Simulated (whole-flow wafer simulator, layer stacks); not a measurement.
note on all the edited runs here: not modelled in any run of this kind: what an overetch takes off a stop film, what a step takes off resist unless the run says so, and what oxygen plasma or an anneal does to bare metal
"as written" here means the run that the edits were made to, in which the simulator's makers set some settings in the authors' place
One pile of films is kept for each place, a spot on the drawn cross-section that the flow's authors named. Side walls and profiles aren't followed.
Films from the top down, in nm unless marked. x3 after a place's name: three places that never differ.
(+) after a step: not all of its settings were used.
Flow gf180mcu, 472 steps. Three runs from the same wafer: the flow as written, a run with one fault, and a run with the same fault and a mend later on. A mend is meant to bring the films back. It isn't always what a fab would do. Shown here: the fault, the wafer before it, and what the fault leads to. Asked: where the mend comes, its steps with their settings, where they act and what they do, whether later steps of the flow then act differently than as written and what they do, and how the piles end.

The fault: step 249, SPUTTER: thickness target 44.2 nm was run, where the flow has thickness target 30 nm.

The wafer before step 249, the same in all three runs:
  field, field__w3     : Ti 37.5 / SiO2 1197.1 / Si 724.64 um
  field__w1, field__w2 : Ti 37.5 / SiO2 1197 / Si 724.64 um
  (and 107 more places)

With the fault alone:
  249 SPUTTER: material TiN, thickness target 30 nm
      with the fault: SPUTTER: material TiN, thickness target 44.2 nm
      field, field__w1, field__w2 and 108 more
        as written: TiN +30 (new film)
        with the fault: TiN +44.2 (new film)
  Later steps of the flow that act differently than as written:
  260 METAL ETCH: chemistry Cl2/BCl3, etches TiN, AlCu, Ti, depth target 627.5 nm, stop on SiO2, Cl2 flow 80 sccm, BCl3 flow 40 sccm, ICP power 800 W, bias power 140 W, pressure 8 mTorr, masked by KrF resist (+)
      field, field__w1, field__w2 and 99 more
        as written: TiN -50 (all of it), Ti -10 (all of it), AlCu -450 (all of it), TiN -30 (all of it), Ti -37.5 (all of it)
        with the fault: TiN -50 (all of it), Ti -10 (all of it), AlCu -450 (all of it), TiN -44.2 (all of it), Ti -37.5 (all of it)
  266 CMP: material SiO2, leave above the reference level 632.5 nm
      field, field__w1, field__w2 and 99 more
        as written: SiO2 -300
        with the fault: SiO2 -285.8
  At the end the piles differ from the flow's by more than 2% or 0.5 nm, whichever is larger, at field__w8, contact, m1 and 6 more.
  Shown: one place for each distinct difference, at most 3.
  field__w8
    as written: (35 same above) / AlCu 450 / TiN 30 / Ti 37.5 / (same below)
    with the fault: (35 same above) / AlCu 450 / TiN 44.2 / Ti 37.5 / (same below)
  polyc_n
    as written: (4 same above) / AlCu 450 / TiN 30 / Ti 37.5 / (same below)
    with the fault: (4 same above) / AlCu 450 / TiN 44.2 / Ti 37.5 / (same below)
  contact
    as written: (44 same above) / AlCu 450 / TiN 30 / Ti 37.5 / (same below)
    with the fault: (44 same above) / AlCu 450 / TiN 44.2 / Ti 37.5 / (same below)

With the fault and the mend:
  The mend comes after step 249.
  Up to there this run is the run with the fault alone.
  249a METAL ETCH: chemistry Cl2/BCl3, etches TiN, AlCu, Ti, depth target 14.2 nm, Cl2 flow 80 sccm, BCl3 flow 40 sccm, ICP power 800 W, bias power 140 W, pressure 8 mTorr
      field, field__w1, field__w2 and 108 more
        TiN -14.2
  No later step of the flow acts differently than as written at any place that is followed.
  At the end the piles are the same as the flow's at every place that both follow.
